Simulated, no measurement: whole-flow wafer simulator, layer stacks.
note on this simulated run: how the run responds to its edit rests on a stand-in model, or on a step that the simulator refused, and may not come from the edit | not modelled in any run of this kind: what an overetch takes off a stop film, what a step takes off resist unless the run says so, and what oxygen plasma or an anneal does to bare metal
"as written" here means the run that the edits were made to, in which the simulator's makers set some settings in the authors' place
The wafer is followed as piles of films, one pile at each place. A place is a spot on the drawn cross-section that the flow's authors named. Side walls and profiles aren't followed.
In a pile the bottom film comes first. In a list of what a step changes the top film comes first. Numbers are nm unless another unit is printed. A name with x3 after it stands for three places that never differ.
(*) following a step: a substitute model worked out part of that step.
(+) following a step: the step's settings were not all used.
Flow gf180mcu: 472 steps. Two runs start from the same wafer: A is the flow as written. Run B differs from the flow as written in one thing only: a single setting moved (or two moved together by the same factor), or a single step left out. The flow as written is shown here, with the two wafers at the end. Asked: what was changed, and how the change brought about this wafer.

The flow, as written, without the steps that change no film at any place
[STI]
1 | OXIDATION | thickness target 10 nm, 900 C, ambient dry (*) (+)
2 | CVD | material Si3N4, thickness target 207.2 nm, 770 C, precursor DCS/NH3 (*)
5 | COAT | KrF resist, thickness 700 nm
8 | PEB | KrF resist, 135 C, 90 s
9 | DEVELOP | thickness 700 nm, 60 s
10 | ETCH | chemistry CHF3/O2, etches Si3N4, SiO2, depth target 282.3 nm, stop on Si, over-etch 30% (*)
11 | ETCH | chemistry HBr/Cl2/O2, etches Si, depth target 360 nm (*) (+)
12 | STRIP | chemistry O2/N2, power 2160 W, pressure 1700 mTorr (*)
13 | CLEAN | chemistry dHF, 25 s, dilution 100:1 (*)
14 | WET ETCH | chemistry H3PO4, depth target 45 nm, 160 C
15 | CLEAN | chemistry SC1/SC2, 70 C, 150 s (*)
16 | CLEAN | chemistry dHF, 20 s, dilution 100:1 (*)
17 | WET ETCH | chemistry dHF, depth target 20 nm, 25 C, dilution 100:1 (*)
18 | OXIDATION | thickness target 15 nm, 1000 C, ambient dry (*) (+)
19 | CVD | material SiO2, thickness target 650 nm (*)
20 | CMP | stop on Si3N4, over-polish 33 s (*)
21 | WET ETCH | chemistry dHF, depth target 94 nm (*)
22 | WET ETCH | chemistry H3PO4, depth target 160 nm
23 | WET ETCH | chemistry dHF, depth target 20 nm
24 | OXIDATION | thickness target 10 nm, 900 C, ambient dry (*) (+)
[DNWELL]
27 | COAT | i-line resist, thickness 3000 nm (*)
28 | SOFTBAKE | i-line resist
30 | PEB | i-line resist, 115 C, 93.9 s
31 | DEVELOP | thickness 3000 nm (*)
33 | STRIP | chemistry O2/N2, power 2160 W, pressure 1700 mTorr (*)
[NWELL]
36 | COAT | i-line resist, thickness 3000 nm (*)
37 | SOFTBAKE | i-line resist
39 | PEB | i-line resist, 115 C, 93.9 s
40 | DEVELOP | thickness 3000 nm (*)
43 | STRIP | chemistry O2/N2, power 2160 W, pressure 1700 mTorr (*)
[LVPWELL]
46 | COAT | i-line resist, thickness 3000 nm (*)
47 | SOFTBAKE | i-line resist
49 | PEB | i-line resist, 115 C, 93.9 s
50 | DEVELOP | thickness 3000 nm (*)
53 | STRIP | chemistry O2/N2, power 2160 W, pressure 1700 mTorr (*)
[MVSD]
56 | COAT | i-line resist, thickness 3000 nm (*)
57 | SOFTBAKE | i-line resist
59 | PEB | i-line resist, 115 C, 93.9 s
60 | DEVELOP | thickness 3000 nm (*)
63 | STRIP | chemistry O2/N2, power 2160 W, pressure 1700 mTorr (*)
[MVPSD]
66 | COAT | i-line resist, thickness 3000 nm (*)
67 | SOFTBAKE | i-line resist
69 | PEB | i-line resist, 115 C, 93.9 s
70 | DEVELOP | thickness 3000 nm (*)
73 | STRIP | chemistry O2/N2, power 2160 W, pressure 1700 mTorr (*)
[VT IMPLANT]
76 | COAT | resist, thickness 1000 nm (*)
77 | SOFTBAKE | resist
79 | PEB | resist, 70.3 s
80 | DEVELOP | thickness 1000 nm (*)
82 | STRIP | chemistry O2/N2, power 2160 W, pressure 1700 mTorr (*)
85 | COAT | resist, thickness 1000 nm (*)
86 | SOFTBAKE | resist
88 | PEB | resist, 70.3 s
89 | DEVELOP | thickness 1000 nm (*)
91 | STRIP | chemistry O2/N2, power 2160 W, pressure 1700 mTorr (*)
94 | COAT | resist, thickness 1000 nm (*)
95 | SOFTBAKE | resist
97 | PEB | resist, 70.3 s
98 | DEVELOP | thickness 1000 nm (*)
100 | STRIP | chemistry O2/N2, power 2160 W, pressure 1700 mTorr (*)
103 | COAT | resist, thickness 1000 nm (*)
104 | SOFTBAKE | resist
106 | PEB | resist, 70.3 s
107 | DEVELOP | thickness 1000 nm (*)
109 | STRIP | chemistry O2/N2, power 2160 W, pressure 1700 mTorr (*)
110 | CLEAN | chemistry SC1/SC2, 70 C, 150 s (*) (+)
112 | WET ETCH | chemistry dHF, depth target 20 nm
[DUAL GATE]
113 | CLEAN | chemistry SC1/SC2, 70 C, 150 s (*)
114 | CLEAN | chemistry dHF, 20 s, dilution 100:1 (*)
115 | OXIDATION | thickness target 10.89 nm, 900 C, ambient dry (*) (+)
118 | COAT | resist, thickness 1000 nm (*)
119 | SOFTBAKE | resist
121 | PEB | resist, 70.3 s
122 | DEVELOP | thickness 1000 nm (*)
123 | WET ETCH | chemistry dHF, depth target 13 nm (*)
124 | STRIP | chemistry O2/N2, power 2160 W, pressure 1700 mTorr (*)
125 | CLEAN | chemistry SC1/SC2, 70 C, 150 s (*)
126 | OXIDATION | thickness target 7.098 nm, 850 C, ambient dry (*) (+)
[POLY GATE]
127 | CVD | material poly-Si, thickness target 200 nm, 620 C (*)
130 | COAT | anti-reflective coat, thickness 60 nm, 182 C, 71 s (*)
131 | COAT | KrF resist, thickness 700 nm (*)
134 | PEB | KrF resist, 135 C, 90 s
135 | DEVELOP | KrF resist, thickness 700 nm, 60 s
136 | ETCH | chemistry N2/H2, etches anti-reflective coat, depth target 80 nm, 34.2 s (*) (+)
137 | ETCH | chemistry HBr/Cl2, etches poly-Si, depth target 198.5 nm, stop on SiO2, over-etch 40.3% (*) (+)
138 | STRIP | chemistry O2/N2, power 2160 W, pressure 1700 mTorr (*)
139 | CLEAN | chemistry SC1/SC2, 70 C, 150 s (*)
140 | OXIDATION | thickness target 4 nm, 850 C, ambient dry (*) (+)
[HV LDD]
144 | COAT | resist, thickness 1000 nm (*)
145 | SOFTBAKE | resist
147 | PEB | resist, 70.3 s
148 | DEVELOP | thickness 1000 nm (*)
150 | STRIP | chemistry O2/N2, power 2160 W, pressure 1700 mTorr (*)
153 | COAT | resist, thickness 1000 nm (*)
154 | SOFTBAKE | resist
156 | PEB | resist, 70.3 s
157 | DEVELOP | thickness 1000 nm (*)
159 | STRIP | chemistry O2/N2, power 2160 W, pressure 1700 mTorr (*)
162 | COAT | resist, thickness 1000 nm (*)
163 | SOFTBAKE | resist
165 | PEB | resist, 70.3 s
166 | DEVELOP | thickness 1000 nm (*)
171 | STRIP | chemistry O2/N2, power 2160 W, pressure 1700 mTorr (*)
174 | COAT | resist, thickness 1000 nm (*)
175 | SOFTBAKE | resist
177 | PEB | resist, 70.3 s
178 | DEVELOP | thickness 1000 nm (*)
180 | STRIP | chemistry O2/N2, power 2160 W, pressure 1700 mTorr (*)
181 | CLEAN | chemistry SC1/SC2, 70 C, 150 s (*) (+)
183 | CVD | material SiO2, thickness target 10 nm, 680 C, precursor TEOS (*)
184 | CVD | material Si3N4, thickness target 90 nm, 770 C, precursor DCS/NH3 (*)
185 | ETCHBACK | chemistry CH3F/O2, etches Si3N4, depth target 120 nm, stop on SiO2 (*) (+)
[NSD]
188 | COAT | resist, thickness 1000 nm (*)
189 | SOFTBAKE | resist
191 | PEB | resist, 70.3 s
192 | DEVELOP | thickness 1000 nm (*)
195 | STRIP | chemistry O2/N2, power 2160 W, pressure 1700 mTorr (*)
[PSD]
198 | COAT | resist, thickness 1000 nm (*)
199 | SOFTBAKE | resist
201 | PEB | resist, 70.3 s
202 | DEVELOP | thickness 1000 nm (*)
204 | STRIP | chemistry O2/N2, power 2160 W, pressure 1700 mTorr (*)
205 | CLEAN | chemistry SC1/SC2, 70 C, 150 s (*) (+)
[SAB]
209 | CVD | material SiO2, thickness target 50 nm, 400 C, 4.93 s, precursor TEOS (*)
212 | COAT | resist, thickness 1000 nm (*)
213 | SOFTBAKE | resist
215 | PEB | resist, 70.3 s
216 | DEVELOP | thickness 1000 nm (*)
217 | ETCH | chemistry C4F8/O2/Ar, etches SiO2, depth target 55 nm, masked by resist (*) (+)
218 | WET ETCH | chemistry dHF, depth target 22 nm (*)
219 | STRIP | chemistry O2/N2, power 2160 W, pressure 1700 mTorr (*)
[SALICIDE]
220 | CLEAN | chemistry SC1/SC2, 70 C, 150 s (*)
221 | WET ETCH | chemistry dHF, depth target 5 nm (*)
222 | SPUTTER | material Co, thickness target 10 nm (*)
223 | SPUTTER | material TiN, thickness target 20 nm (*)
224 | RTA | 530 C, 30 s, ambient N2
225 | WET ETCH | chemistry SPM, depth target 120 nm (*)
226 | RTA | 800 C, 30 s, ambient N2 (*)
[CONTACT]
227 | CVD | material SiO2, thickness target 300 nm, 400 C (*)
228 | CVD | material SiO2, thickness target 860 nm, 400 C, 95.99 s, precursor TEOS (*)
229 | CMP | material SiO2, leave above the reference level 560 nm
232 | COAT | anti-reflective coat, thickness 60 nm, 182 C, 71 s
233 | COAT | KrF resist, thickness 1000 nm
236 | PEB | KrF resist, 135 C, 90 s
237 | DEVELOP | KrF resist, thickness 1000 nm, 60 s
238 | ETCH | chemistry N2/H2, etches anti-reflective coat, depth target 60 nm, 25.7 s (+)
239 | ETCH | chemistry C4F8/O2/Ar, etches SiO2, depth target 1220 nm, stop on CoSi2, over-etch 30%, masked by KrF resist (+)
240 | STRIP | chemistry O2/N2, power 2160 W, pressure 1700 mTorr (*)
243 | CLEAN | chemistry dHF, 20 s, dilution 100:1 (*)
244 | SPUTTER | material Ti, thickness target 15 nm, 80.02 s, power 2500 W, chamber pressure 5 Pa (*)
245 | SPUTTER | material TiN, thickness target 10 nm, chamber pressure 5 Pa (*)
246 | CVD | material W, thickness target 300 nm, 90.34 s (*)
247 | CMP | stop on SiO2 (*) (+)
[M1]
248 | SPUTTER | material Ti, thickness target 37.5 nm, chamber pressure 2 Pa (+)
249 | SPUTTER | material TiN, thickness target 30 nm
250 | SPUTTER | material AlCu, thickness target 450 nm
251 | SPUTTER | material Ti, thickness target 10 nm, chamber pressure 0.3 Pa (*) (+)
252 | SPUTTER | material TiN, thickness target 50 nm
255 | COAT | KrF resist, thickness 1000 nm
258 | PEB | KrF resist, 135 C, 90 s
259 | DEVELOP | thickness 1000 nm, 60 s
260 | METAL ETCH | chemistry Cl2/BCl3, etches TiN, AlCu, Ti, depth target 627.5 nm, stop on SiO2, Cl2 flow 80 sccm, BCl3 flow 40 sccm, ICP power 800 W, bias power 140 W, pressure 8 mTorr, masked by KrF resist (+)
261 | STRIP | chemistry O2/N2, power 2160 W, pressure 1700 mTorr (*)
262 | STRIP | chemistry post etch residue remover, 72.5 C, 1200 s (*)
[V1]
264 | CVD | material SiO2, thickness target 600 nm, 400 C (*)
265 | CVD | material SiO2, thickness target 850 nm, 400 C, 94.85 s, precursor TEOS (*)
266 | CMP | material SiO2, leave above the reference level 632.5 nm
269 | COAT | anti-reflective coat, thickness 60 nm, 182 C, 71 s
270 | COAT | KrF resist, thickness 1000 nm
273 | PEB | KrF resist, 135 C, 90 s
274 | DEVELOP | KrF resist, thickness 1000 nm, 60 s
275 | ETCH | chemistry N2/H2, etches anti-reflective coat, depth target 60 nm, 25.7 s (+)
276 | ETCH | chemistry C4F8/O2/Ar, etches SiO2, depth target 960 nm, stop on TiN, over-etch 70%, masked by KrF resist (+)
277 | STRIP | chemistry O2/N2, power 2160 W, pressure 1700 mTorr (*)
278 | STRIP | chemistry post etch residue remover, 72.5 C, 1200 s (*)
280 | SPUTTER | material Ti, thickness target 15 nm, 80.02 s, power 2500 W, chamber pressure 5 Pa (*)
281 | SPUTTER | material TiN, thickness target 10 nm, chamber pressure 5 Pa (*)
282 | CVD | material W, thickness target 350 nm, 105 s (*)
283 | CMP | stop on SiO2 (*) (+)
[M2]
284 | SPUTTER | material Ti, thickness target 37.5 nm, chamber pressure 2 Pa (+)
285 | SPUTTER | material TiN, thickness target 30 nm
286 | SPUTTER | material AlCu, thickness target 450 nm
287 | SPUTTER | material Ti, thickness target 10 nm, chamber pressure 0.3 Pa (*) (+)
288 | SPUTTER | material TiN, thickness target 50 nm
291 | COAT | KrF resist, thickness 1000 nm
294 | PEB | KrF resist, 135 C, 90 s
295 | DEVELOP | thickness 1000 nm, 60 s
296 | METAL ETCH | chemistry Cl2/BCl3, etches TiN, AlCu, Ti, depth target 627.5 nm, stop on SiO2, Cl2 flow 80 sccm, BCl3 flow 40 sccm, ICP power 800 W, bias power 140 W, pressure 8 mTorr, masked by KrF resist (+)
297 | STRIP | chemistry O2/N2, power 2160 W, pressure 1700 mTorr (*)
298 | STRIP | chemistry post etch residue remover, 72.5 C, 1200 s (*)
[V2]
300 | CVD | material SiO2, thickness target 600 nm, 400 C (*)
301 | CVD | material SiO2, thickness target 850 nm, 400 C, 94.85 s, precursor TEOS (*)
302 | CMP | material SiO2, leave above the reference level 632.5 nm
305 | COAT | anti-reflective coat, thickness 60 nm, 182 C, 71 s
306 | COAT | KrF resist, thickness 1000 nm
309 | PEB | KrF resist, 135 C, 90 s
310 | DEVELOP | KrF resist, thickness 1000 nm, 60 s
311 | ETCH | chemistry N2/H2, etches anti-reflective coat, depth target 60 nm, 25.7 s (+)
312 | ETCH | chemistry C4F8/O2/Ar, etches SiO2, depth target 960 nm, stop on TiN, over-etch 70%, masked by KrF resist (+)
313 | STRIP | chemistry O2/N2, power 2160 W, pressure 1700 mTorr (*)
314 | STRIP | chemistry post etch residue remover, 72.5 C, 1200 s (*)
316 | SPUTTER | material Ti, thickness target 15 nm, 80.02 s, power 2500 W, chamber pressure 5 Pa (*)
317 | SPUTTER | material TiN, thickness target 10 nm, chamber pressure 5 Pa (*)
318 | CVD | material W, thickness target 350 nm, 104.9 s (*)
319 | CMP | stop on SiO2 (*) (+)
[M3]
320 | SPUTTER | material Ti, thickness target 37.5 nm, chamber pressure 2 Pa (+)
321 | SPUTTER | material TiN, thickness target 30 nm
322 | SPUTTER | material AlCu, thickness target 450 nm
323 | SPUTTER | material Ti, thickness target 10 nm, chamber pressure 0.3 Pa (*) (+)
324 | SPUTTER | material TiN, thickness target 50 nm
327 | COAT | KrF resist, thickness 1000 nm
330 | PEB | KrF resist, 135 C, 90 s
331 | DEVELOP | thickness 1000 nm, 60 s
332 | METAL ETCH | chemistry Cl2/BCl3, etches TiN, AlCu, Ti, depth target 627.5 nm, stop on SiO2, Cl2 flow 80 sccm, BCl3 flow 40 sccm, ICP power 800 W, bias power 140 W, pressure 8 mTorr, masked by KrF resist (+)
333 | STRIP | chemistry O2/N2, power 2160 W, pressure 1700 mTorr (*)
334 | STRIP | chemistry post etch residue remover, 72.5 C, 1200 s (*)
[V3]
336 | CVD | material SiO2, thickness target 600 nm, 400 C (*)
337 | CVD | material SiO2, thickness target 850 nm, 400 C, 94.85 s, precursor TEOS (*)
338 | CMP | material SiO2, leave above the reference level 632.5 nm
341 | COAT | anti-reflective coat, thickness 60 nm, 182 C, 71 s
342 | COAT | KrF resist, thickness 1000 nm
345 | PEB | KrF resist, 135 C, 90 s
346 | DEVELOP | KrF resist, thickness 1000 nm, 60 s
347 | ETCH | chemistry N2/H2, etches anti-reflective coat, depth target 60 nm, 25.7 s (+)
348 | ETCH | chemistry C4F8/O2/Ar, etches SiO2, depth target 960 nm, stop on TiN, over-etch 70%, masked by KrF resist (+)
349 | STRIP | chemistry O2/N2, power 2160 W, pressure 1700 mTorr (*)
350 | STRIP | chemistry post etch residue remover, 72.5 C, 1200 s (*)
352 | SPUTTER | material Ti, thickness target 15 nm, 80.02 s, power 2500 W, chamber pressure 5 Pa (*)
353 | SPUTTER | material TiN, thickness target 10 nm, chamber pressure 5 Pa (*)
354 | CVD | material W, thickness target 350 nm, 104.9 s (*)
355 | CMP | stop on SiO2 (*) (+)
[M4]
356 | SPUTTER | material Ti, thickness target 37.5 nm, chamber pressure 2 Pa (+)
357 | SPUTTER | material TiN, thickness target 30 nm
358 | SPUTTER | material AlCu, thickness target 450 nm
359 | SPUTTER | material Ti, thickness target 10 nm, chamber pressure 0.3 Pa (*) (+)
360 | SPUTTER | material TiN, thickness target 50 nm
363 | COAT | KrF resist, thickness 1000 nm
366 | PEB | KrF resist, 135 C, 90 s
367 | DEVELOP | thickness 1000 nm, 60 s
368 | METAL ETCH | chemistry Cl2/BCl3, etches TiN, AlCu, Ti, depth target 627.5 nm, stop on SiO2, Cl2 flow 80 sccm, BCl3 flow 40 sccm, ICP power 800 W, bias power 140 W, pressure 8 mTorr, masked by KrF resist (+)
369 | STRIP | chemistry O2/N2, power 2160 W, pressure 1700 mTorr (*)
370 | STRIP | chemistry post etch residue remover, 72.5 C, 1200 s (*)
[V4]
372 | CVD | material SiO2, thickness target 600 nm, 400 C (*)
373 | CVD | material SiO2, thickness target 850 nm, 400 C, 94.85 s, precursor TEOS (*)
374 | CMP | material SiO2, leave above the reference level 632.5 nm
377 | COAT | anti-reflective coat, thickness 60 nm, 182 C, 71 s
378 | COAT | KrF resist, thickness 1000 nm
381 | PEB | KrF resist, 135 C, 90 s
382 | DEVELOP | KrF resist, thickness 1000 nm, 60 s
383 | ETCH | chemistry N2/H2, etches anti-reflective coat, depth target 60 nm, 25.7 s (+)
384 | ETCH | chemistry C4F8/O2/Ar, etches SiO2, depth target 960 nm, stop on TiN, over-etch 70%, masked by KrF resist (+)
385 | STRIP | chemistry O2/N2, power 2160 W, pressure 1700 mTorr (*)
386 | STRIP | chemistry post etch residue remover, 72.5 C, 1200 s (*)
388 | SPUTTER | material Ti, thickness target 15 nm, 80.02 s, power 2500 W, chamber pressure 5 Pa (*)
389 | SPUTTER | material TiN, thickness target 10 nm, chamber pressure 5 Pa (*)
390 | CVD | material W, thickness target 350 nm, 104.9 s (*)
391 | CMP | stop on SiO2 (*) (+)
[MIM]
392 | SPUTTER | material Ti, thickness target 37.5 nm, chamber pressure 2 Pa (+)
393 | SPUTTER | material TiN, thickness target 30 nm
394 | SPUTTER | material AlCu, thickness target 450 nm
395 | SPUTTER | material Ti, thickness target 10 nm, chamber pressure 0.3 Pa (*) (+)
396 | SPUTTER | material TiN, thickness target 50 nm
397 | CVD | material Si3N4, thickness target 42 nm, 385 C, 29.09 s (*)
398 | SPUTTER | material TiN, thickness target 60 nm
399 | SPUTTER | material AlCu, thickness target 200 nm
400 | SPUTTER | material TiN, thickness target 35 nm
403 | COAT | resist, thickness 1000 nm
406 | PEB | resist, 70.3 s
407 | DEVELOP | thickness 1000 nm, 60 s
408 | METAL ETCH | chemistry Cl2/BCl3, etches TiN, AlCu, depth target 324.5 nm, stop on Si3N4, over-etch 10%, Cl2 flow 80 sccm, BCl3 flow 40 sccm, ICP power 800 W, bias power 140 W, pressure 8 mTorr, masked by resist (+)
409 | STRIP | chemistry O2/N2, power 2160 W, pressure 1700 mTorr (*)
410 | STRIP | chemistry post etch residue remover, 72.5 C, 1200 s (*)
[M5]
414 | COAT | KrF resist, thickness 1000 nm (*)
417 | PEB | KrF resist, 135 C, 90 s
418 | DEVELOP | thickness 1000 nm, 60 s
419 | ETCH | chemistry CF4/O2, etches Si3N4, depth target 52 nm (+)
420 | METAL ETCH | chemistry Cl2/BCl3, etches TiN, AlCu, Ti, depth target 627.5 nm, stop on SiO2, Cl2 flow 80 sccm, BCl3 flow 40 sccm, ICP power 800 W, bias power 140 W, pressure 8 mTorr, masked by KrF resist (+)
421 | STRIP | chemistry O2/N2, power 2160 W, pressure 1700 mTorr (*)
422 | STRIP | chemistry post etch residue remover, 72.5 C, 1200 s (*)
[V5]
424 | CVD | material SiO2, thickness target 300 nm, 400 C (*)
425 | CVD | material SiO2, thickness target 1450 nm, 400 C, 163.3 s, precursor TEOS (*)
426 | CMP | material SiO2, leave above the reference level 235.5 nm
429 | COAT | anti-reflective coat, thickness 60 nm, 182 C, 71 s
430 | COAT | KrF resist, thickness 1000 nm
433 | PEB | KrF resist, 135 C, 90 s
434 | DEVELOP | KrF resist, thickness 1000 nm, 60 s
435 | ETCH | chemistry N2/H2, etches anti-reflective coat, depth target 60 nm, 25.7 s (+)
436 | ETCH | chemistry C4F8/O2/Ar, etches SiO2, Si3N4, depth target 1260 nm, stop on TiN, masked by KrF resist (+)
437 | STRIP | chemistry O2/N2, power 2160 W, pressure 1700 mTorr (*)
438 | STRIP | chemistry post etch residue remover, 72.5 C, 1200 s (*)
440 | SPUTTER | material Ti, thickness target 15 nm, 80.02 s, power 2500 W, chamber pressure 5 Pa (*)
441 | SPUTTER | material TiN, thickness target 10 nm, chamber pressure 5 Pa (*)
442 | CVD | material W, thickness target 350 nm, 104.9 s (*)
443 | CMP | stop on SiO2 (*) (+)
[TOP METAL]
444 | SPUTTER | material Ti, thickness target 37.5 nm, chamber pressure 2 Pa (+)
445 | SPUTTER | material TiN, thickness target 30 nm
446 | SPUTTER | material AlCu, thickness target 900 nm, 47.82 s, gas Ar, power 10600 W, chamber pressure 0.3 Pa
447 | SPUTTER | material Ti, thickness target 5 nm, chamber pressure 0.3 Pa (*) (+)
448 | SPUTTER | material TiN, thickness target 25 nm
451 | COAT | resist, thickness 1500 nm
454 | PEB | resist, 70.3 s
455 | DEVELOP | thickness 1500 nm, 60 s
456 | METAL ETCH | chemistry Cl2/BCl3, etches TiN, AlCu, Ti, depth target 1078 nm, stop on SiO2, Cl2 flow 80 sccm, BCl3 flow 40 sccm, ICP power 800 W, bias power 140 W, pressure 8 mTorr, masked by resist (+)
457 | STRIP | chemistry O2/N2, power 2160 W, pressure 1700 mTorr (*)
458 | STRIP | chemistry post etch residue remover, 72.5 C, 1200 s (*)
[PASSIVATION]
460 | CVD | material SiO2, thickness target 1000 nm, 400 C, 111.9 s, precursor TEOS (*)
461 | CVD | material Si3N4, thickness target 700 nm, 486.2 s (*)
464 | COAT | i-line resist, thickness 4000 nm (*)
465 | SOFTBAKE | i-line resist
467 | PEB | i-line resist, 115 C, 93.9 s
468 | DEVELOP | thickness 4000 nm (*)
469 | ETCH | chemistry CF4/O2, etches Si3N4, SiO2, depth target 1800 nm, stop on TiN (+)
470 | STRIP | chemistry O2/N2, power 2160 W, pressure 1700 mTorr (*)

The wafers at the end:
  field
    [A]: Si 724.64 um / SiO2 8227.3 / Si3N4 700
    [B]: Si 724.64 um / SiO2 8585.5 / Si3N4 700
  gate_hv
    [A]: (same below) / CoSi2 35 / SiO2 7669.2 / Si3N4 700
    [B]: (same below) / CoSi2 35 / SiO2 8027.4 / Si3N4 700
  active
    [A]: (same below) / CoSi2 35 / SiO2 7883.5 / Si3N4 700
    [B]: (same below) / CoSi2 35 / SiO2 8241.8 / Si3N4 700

Cause: step 266, CMP: leave above the reference level 993 nm was run, while the flow as written has leave above the reference level 632.5 nm.

How this came from the change, step by step:
  266 | CMP | material SiO2, leave above the reference level 632.5 nm
      field, field__w1, field__w2 and 99 more: A -300 SiO2 | B nothing
      field__w8, contact, m1 and 6 more: A -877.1 SiO2 | B -516.6 SiO2
  269 | COAT | anti-reflective coat, thickness 60 nm, 182 C, 71 s
      field: A +60 anti-reflective coat (new film) | B +84.2 anti-reflective coat (new film)
      field__w8: A +60 anti-reflective coat (new film) | B +27.7 anti-reflective coat (new film)
      (also at 13 further places)
  270 | COAT | KrF resist, thickness 1000 nm
      contact: A +1000 KrF resist (new film) | B +978 KrF resist (new film)
      m1: A +1000 KrF resist (new film) | B +975.6 KrF resist (new film)
      (also at 2 further places)
  274 | DEVELOP | KrF resist, thickness 1000 nm, 60 s
      contact: A -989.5 KrF resist (all of it) | B -967.7 KrF resist (all of it)
  275 | ETCH | chemistry N2/H2, etches anti-reflective coat, depth target 60 nm, 25.7 s (+)
      contact: A -60 anti-reflective coat (all of it), -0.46 SiO2 | B -31.2 anti-reflective coat (all of it), -1.2 SiO2
  276 | ETCH | chemistry C4F8/O2/Ar, etches SiO2, depth target 960 nm, stop on TiN, over-etch 70%, masked by KrF resist (+)
      contact: A -572.5 SiO2 (all of it) | B -932.2 SiO2 (all of it)
  277 | STRIP | chemistry O2/N2, power 2160 W, pressure 1700 mTorr (*)
      field: A -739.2 KrF resist (all of it), -60 anti-reflective coat (all of it) | B -727.9 KrF resist (all of it), -84.2 anti-reflective coat (all of it)
      field__w8: A -739.2 KrF resist (all of it), -60 anti-reflective coat (all of it) | B -732.6 KrF resist (all of it), -27.7 anti-reflective coat (all of it)
      (also at 12 further places)
  280 | SPUTTER | material Ti, thickness target 15 nm, 80.02 s, power 2500 W, chamber pressure 5 Pa (*)
      contact: A +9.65 Ti (new film) | B +8.11 Ti (new film)
  281 | SPUTTER | material TiN, thickness target 10 nm, chamber pressure 5 Pa (*)
      contact: A +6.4 TiN (new film) | B +5.38 TiN (new film)
  282 | CVD | material W, thickness target 350 nm, 105 s (*)
      contact: A +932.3 W (new film) | B +1234.8 W (new film)
  283 | CMP | stop on SiO2 (*) (+)
      field__w8, m1, m1__w1, polyc_n, polyc_n_rim, polyc_p, polyc_p_rim, m1_nw: A -350 W (all of it), -10 TiN (all of it), -15 Ti (all of it), -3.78 SiO2 | B -350 W (all of it), -10 TiN (all of it), -15 Ti (all of it), -6.05 SiO2
  291 | COAT | KrF resist, thickness 1000 nm
      field__w8: A +1000 KrF resist (new film) | B +952.8 KrF resist (new film)
      m1: A +1000 KrF resist (new film) | B +951.8 KrF resist (new film)
      (also at 6 further places)
  295 | DEVELOP | thickness 1000 nm, 60 s
      polyc_n: A -989.5 KrF resist (all of it) | B -944.4 KrF resist (all of it)
      polyc_n_rim: A -989.5 KrF resist (all of it) | B -943.3 KrF resist (all of it)
      (also at 2 further places)
  297 | STRIP | chemistry O2/N2, power 2160 W, pressure 1700 mTorr (*)
      field__w8: A -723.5 KrF resist (all of it) | B -676.8 KrF resist (all of it)
      m1: A -723.5 KrF resist (all of it) | B -675.8 KrF resist (all of it)
      (also at 2 further places)
  302 | CMP | material SiO2, leave above the reference level 632.5 nm
      field, field__w1, field__w2 and 99 more: A -300 SiO2 | B -241.7 SiO2
      contact: A -877.1 SiO2 | B -818.8 SiO2
  312 | ETCH | chemistry C4F8/O2/Ar, etches SiO2, depth target 960 nm, stop on TiN, over-etch 70%, masked by KrF resist (+)
      contact: A -572.5 SiO2 (all of it) | B -630.7 SiO2 (all of it)
  318 | CVD | material W, thickness target 350 nm, 104.9 s (*)
      contact: A +932.3 W (new film) | B +990.9 W (new film)
